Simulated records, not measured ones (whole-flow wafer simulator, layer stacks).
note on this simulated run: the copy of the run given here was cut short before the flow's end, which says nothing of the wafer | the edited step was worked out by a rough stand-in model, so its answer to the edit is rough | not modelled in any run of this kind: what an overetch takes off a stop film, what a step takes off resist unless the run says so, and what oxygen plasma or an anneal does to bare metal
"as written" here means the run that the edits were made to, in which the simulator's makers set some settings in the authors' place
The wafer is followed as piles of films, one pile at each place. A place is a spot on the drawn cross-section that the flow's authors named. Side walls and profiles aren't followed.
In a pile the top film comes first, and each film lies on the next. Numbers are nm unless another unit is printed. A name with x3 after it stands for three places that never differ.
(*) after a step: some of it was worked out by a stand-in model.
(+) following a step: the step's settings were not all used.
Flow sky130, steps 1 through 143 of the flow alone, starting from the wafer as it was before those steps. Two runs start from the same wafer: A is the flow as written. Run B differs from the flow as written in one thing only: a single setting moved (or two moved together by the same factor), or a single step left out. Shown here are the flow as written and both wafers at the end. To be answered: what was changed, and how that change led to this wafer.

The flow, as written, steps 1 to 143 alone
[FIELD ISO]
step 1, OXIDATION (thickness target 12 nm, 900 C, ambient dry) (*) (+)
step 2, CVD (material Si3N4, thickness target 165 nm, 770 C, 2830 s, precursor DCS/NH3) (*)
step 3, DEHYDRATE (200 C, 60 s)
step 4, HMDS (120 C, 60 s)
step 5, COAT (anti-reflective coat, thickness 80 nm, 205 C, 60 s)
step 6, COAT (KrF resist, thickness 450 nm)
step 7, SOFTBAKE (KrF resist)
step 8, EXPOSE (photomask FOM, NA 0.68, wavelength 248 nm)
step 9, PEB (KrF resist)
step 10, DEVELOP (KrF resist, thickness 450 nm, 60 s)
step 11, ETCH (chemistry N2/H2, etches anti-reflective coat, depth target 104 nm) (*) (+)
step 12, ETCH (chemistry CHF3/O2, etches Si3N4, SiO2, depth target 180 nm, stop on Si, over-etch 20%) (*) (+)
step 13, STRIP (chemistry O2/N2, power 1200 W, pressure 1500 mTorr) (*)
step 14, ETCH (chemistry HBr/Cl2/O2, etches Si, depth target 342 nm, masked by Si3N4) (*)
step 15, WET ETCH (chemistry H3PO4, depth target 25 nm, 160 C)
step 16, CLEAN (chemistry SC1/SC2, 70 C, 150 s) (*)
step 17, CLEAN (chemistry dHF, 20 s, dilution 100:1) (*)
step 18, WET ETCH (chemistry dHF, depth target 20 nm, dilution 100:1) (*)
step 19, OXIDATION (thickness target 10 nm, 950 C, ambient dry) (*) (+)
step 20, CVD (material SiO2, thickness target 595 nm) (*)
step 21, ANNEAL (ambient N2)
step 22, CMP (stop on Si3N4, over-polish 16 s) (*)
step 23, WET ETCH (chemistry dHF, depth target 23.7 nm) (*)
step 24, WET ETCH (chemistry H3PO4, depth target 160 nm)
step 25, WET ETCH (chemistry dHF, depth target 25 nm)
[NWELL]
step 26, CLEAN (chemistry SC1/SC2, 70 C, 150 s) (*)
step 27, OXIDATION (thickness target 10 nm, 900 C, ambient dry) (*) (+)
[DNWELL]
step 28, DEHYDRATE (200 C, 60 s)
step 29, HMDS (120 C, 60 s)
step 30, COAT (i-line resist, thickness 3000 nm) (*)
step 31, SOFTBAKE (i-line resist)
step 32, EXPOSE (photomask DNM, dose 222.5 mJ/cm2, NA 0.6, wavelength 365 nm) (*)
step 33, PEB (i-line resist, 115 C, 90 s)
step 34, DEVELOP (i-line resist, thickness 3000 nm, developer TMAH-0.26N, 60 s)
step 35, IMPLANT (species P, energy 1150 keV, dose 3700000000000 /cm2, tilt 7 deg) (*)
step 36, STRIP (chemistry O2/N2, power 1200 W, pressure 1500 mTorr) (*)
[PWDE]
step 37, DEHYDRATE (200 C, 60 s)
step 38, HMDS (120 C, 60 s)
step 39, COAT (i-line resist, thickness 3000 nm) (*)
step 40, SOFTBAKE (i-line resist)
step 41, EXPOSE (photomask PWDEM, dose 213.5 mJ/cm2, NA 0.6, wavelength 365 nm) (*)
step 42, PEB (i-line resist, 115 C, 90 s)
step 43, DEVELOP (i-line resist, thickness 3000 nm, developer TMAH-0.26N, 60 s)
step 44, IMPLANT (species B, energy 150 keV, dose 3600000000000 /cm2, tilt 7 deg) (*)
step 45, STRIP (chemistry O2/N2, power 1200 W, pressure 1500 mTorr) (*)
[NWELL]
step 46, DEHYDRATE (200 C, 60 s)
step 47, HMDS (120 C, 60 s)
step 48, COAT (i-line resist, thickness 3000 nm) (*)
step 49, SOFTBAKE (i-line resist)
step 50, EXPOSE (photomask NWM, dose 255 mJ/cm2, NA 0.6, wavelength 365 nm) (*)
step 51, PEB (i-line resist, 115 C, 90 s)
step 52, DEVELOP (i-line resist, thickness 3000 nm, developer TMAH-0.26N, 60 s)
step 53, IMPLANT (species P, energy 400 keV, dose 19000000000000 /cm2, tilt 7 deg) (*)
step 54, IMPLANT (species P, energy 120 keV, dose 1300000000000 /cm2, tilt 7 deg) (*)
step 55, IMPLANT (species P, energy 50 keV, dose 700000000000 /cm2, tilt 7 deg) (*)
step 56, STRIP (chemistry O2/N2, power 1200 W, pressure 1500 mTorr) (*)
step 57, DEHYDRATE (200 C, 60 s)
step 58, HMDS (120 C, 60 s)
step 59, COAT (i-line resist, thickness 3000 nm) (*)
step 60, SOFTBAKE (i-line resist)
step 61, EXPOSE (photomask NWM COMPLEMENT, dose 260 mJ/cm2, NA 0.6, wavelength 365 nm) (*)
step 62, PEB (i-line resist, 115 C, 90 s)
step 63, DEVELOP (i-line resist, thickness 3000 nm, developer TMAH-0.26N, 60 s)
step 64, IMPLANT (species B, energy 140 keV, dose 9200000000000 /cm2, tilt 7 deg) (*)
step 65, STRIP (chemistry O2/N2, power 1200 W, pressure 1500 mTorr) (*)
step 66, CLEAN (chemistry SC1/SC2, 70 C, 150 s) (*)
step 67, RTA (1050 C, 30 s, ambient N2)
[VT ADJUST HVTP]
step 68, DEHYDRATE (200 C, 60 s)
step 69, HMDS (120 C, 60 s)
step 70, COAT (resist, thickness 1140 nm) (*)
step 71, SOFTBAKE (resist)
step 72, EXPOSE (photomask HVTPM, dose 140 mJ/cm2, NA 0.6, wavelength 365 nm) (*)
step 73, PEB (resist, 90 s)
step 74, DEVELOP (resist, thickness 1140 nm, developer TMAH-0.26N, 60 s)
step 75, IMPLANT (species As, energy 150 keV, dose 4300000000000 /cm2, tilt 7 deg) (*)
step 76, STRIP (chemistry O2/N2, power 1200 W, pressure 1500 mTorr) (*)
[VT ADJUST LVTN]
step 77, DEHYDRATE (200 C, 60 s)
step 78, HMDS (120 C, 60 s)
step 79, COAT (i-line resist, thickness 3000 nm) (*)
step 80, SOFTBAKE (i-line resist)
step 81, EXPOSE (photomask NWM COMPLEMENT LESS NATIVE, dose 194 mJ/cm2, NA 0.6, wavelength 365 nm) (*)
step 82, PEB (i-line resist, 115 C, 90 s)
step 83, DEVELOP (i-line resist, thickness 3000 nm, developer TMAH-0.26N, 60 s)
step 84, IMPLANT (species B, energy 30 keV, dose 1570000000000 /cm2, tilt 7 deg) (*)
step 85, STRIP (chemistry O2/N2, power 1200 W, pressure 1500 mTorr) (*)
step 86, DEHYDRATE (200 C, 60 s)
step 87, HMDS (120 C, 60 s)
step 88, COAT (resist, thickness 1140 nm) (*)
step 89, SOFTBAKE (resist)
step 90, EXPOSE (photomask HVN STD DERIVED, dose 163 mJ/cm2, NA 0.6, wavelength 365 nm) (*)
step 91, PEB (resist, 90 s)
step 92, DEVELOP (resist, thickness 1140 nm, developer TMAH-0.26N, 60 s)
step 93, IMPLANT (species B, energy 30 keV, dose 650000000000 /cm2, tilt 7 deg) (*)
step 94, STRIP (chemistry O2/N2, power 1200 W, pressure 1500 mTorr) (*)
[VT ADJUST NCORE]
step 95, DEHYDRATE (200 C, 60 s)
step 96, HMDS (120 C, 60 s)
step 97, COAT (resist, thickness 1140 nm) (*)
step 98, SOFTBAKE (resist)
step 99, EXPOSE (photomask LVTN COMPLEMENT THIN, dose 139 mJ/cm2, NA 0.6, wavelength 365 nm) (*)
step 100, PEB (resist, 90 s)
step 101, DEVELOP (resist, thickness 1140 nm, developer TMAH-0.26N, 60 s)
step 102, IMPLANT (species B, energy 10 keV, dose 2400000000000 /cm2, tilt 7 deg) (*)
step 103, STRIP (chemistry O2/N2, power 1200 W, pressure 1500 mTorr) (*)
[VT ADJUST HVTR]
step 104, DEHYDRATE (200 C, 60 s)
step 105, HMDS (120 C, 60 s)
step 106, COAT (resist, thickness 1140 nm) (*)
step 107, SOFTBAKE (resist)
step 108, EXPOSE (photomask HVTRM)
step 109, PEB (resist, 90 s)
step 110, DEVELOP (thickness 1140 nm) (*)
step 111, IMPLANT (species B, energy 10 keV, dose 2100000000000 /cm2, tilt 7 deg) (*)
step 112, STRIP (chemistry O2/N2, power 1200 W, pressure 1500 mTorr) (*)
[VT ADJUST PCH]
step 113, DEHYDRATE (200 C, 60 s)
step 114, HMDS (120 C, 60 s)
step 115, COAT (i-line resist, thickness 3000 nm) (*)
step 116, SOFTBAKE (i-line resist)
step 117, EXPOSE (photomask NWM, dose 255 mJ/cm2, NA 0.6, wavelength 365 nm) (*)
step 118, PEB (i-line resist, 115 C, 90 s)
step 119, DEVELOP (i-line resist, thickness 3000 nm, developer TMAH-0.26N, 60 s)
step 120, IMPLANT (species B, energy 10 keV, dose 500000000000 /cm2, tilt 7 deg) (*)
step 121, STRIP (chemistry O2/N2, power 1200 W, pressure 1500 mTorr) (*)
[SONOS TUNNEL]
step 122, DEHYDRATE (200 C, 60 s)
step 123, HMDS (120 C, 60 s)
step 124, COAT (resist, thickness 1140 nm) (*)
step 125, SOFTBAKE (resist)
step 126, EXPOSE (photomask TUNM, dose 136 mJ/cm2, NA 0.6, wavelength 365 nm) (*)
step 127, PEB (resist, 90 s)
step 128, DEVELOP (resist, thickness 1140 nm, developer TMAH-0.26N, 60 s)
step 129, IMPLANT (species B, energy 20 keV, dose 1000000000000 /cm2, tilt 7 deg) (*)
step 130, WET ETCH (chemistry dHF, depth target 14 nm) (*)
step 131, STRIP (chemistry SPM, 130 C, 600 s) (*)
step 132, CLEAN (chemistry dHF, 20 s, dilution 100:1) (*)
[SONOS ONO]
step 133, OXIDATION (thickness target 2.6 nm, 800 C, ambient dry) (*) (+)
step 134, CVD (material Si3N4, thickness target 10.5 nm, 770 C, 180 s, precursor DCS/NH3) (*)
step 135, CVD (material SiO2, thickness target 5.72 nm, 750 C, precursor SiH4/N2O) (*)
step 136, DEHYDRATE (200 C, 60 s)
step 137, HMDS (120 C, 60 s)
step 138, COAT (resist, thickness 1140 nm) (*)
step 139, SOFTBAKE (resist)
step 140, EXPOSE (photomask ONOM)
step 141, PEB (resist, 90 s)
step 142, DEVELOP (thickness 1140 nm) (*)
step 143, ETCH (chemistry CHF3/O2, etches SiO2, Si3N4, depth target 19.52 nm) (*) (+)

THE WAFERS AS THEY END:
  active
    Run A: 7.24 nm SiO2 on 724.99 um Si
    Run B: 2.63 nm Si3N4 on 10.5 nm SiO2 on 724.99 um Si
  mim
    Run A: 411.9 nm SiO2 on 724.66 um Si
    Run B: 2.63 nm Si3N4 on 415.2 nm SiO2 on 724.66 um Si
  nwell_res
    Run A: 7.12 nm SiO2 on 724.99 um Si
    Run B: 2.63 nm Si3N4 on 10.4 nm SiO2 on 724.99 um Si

The reason: step 134, CVD: 805 C was run, while the flow as written has 770 C.

The path from the change to this, step by step:
  step 134, CVD (material Si3N4, thickness target 10.5 nm, 770 C, 180 s, precursor DCS/NH3) (*)
      field, active, n_well and 187 more: A Si3N4 gains 10.5 (new film) | B Si3N4 gains 16.4 (new film)
  step 143, ETCH (chemistry CHF3/O2, etches SiO2, Si3N4, depth target 19.52 nm) (*) (+)
      field, active, p_well x5 and 179 more: A SiO2 loses 5.72 (all of it), Si3N4 loses 10.5 (all of it), SiO2 loses 3.3 | B SiO2 loses 5.72 (all of it), Si3N4 loses 13.8
      n_well, sonos_sd: A SiO2 loses 5.72 (all of it), Si3N4 loses 10.5 (all of it), SiO2 loses 2.6 (all of it), Si loses 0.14 | B SiO2 loses 5.72 (all of it), Si3N4 loses 13.8
